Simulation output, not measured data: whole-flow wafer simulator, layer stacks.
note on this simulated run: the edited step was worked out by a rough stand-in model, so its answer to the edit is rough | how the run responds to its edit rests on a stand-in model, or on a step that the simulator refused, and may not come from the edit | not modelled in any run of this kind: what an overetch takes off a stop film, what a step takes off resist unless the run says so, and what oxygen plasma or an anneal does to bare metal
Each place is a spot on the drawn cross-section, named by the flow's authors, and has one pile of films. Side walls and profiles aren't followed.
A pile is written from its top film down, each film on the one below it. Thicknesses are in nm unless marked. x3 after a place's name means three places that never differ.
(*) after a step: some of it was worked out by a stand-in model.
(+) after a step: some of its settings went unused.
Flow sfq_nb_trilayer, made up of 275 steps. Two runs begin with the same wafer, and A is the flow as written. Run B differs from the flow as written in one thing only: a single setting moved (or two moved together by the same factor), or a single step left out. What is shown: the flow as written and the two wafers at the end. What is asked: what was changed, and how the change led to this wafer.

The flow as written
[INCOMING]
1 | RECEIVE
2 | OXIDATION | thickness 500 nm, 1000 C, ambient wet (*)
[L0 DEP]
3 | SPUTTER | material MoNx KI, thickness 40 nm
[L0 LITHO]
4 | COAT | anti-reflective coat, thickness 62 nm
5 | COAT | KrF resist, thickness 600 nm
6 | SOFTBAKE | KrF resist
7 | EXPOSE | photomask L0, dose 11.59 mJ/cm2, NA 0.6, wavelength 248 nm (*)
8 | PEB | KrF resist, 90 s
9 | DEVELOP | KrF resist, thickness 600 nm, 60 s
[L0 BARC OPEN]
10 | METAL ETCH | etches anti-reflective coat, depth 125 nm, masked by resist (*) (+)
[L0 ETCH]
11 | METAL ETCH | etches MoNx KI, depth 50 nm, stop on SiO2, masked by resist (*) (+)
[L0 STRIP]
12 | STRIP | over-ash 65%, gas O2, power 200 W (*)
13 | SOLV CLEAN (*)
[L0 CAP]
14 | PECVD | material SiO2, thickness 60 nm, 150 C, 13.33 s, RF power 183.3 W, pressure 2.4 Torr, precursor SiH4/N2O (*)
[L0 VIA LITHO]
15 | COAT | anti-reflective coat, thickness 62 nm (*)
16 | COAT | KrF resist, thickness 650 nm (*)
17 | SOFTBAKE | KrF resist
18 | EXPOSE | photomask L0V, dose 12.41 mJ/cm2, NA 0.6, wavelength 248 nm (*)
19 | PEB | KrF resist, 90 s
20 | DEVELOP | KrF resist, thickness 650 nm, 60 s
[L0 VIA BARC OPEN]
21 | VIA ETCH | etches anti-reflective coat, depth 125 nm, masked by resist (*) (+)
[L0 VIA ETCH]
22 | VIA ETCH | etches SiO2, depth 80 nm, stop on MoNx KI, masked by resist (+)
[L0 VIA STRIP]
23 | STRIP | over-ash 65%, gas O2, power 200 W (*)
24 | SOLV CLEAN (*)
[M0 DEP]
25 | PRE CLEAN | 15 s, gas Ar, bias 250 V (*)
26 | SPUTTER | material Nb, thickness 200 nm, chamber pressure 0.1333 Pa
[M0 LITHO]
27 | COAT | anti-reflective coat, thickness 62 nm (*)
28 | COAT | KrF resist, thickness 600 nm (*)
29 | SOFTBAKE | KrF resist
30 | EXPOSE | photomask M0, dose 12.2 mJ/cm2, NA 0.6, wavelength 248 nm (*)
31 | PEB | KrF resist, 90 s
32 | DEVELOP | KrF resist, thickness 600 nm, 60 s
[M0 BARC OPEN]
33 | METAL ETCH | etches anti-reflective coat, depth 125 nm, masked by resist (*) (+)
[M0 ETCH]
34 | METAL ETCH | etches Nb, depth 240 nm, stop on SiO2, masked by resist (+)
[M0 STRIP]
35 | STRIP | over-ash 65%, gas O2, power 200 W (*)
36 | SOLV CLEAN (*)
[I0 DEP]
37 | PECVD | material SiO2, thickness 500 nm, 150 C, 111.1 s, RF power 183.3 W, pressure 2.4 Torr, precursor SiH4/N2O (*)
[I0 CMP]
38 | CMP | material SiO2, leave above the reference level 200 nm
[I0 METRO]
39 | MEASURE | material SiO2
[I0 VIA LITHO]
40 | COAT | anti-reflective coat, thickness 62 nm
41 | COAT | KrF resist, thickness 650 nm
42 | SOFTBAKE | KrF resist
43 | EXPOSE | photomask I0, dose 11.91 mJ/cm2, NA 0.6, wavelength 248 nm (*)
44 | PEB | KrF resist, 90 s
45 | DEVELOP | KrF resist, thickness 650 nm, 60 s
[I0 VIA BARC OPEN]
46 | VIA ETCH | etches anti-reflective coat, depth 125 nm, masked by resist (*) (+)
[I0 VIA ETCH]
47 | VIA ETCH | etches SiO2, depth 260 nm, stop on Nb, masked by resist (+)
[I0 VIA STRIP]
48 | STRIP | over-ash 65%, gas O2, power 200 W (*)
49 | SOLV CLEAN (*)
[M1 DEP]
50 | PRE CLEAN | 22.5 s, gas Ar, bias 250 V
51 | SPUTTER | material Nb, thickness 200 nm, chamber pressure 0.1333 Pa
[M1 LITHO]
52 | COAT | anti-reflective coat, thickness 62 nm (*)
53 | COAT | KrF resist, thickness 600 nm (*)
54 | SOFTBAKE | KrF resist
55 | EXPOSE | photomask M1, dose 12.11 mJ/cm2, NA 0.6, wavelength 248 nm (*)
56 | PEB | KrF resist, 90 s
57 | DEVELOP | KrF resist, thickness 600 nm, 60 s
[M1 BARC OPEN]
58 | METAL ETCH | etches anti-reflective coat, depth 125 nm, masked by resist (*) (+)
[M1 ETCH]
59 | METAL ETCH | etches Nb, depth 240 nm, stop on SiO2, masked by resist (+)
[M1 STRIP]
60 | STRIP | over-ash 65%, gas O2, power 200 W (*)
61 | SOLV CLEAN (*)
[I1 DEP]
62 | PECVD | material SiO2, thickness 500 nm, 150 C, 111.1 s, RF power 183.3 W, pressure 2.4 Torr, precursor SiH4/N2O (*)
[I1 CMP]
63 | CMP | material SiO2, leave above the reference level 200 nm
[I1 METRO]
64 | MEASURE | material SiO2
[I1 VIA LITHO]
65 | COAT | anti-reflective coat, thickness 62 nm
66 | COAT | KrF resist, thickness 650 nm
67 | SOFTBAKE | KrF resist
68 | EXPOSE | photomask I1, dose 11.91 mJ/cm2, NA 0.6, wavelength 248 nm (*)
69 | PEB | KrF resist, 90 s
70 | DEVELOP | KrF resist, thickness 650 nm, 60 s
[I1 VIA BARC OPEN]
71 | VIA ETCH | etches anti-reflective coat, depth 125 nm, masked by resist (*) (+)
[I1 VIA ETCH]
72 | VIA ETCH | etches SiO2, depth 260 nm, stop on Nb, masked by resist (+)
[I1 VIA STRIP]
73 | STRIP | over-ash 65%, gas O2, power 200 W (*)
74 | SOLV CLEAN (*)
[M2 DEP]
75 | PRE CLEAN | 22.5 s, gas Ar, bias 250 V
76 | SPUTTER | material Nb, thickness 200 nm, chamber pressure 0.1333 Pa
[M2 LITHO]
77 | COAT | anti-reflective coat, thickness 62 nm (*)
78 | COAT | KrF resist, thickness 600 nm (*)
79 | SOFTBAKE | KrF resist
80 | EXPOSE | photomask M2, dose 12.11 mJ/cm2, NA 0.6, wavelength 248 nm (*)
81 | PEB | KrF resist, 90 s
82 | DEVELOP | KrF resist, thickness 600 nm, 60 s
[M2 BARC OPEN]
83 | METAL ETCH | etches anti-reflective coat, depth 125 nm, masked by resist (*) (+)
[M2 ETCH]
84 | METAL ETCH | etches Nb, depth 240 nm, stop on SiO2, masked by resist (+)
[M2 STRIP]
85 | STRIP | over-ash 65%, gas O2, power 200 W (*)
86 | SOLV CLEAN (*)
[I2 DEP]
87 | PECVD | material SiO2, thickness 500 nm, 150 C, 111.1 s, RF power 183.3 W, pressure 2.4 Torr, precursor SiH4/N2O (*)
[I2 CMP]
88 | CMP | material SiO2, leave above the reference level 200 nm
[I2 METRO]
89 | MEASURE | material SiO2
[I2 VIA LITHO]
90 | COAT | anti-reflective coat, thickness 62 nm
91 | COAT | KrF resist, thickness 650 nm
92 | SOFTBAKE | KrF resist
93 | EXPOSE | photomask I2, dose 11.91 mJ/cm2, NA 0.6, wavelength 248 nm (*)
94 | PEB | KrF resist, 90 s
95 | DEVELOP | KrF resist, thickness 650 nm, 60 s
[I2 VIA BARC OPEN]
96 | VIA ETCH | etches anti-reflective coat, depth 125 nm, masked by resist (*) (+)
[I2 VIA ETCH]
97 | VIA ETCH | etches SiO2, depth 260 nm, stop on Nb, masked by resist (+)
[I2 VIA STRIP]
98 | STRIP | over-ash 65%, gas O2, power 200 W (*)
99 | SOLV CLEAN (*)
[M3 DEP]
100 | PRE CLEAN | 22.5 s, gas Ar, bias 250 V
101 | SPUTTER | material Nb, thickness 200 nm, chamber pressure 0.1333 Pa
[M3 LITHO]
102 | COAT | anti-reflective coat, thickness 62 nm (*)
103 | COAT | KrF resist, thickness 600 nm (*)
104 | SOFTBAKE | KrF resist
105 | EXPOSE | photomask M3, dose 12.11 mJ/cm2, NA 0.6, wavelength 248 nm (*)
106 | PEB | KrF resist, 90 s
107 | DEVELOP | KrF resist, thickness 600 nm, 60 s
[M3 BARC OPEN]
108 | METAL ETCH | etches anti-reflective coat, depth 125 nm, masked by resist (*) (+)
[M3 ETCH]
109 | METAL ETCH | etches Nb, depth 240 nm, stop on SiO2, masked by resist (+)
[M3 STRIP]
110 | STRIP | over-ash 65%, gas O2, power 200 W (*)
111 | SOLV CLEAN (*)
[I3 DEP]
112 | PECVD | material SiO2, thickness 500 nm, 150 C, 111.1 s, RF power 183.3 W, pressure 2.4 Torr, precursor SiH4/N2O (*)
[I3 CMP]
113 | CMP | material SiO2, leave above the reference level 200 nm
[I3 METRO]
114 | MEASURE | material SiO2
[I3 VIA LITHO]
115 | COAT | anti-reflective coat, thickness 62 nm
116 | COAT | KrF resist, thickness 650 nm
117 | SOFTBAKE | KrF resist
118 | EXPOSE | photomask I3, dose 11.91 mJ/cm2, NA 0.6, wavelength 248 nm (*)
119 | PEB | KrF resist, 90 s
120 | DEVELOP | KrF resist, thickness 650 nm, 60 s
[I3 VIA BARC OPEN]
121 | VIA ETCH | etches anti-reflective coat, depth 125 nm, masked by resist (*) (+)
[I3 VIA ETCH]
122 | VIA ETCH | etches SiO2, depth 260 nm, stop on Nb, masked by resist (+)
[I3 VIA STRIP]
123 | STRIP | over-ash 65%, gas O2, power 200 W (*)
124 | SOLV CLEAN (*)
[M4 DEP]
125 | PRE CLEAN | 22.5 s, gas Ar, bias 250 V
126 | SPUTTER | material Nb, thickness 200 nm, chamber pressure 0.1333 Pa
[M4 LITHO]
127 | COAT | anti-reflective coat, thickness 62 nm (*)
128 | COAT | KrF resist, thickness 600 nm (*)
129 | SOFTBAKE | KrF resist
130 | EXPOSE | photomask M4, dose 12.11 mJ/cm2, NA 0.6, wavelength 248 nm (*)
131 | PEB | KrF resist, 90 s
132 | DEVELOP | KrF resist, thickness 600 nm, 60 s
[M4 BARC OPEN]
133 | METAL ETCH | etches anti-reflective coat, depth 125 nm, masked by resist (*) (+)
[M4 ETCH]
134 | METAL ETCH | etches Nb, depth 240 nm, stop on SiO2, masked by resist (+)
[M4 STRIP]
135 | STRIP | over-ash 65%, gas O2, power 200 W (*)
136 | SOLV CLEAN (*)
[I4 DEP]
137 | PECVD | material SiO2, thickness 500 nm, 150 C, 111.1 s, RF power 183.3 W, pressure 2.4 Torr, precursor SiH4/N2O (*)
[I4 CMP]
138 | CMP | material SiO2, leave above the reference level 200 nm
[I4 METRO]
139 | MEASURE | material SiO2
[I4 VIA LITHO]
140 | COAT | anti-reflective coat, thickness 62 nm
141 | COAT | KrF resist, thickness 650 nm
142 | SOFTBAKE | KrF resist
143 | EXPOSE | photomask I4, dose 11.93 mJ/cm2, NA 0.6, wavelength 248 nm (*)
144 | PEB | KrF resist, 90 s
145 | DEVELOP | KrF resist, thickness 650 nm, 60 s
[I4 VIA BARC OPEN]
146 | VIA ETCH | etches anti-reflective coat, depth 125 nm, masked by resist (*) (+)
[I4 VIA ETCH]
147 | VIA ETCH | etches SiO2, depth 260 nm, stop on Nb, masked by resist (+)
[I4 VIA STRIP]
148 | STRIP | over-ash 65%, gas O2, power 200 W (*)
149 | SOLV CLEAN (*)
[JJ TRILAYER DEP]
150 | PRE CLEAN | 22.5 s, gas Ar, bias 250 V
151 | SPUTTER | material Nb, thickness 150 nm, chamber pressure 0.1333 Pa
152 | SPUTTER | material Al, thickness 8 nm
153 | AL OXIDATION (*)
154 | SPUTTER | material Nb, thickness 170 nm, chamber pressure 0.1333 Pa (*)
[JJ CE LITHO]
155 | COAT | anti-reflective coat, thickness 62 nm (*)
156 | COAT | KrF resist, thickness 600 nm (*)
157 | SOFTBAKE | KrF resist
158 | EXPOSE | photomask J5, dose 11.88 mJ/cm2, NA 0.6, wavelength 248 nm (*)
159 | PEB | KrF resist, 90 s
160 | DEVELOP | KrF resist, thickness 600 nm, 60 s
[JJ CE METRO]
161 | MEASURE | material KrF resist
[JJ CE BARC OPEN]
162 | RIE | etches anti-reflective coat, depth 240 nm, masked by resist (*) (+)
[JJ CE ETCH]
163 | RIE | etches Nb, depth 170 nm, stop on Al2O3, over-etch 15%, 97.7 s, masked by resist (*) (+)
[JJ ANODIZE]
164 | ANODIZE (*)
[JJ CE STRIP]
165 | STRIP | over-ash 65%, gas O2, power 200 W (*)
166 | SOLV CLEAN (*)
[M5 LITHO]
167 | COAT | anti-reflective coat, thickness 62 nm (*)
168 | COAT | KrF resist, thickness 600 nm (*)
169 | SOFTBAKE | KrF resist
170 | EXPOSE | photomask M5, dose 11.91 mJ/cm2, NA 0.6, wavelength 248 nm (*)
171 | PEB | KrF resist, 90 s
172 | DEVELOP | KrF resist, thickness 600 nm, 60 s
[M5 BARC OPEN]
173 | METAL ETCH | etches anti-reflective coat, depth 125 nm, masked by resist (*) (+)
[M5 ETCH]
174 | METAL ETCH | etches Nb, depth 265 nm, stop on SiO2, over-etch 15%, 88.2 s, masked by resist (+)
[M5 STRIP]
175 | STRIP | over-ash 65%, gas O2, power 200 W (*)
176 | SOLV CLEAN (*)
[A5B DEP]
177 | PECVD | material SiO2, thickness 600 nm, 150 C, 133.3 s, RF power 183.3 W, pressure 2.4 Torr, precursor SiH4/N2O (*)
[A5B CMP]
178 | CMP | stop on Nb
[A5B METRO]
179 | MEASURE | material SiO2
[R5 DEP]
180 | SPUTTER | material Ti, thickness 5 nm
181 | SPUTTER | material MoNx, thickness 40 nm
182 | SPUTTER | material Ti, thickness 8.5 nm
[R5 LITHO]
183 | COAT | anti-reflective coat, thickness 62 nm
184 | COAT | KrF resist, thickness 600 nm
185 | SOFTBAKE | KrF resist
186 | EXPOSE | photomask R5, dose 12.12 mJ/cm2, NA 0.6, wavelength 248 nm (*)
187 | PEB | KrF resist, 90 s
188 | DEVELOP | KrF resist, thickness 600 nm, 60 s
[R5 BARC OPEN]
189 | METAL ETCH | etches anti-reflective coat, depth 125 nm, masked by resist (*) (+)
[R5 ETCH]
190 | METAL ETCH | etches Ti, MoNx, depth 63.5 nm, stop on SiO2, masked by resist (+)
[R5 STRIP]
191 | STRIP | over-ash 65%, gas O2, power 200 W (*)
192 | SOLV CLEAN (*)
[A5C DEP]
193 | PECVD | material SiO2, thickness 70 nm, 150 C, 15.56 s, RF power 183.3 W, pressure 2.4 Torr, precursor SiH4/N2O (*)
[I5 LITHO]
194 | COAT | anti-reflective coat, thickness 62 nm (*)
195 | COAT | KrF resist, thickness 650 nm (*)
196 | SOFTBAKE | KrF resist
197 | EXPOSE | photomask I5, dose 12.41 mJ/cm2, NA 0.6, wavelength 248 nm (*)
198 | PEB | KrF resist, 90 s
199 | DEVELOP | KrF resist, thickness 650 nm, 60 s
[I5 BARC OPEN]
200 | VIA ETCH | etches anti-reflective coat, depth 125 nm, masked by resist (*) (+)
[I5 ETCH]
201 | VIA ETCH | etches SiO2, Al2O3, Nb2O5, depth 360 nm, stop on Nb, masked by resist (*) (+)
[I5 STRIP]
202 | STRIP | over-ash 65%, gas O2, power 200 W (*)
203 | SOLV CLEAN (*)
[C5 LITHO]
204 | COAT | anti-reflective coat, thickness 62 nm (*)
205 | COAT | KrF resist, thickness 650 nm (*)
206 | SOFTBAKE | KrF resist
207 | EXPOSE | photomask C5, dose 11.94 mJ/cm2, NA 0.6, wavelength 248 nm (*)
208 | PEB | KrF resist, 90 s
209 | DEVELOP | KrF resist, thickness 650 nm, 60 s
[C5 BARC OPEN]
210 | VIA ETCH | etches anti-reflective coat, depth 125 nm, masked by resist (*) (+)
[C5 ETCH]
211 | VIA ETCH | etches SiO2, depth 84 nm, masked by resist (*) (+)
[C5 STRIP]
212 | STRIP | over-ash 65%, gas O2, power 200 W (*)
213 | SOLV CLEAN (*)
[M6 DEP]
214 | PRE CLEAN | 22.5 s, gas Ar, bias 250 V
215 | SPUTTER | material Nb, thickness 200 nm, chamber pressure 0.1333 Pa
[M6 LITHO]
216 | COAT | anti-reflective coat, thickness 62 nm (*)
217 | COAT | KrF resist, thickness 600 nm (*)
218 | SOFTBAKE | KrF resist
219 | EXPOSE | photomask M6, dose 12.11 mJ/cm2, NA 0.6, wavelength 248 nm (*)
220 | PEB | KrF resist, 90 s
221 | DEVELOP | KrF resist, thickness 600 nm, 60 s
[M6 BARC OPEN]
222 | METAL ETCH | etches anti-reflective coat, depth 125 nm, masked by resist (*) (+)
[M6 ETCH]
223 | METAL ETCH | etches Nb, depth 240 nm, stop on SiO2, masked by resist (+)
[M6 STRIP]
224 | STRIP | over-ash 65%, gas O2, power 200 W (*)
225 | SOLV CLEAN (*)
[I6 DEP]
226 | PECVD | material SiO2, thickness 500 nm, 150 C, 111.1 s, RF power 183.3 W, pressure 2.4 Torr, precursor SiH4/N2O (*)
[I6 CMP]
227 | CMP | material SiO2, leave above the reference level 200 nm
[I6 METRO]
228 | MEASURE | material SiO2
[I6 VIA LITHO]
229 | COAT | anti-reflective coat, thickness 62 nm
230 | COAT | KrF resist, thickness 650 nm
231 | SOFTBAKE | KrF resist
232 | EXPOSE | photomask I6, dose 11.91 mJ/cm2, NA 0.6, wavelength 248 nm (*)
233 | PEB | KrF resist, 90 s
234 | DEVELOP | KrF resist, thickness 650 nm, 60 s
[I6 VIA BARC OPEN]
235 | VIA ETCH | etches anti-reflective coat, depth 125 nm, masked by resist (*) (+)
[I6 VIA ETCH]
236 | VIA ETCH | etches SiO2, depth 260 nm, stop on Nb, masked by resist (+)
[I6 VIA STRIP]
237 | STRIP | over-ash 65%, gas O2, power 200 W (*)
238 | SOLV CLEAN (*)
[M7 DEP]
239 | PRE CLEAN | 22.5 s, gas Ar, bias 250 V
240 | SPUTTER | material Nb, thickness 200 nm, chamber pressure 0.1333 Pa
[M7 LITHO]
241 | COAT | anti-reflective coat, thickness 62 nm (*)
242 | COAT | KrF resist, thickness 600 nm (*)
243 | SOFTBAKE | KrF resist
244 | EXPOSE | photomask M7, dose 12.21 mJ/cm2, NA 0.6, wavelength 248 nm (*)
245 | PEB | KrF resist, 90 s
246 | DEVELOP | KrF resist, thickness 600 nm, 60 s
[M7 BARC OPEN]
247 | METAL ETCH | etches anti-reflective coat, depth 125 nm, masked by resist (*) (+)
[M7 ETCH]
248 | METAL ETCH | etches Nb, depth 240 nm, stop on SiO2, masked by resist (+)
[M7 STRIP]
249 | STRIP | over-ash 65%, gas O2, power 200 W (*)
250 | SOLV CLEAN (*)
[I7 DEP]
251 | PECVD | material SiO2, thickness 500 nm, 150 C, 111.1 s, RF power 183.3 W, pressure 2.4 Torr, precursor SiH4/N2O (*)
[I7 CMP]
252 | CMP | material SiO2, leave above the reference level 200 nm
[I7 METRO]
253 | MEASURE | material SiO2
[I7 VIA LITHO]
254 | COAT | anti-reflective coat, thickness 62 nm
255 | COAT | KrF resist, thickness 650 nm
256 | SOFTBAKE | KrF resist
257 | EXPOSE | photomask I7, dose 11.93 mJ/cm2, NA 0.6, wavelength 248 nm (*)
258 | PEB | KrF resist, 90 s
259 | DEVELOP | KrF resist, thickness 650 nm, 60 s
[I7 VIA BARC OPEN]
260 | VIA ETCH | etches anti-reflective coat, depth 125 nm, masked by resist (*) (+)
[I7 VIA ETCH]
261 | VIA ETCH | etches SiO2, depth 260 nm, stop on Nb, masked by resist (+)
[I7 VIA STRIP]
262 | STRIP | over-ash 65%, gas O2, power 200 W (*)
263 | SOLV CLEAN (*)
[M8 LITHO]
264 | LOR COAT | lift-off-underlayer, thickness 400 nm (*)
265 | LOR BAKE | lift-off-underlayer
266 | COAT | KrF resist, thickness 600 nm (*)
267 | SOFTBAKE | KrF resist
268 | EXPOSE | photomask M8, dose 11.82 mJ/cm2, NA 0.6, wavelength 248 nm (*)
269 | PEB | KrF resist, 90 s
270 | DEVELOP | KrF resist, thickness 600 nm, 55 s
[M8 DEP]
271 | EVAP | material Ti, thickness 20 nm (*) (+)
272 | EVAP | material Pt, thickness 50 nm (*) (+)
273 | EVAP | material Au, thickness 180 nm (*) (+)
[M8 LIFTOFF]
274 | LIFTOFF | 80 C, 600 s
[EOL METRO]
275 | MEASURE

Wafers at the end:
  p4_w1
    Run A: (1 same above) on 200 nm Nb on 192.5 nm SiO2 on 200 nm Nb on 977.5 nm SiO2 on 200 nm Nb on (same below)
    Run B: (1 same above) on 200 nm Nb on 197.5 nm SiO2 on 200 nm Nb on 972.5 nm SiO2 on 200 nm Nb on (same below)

The reason: step 87, PECVD: thickness 395 nm was run, while the flow as written has thickness 500 nm; step 87, PECVD: 87.78 s was run, where the flow has 111.1 s.

How this came from the change, step by step:
  87 | PECVD | material SiO2, thickness 500 nm, 150 C, 111.1 s, RF power 183.3 W, pressure 2.4 Torr, precursor SiH4/N2O (*)
      field_l, be, be_sur and 81 more: A SiO2 gains 500 | B SiO2 gains 395
      v_sur, via_wl, via_w and 18 more: A SiO2 gains 500 (new film) | B SiO2 gains 395 (new film)
      (also at 1 further place)
  88 | CMP | material SiO2, leave above the reference level 200 nm
      field_l, be, be_sur and 81 more: A SiO2 loses 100 | B nothing
      v_sur, via_wl, via_w and 18 more: A SiO2 loses 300 | B SiO2 loses 195
      (also at 1 further place)
  90 | COAT | anti-reflective coat, thickness 62 nm
      m5r_linepad_l, m5r_linepad_r: A anti-reflective coat gains 62 (new film) | B anti-reflective coat gains 64 (new film)
      r5r_spacepad_l, r5r_spacepad_r: A anti-reflective coat gains 62 (new film) | B anti-reflective coat gains 64.1 (new film)
      (also at 2 further places)
  98 | STRIP | over-ash 65%, gas O2, power 200 W (*)
      m5r_linepad_l, m5r_linepad_r: A KrF resist loses 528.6 (all of it), anti-reflective coat loses 62 (all of it) | B KrF resist loses 528 (all of it), anti-reflective coat loses 64 (all of it)
      m8r_pad_l, m8r_pad_r: A KrF resist loses 528.6 (all of it), anti-reflective coat loses 62 (all of it) | B KrF resist loses 528.5 (all of it), anti-reflective coat loses 63.4 (all of it)
      (also at 2 further places)
  102 | COAT | anti-reflective coat, thickness 62 nm (*)
      m5r_linepad_l, m5r_linepad_r: A anti-reflective coat gains 62 (new film) | B anti-reflective coat gains 63.8 (new film)
      r5r_spacepad_l, r5r_spacepad_r: A anti-reflective coat gains 62 (new film) | B anti-reflective coat gains 63.9 (new film)
      (also at 2 further places)
  108 | METAL ETCH | etches anti-reflective coat, depth 125 nm, masked by resist (*) (+)
      m5r_linepad_l, m5r_linepad_r: A anti-reflective coat loses 62 (all of it) | B anti-reflective coat loses 63.8 (all of it)
      r5r_spacepad_l, r5r_spacepad_r: A anti-reflective coat loses 62 (all of it) | B anti-reflective coat loses 63.9 (all of it)
      (also at 2 further places)
  113 | CMP | material SiO2, leave above the reference level 200 nm
      field_l, be, be_sur and 64 more: A SiO2 loses 100 | B SiO2 loses 95
      p4_g1, p4_g2, p3_s0, p3_s1, p3_s2, p3_s3, p3_s4, p3_s5: A SiO2 loses 157.1 | B SiO2 loses 152.1
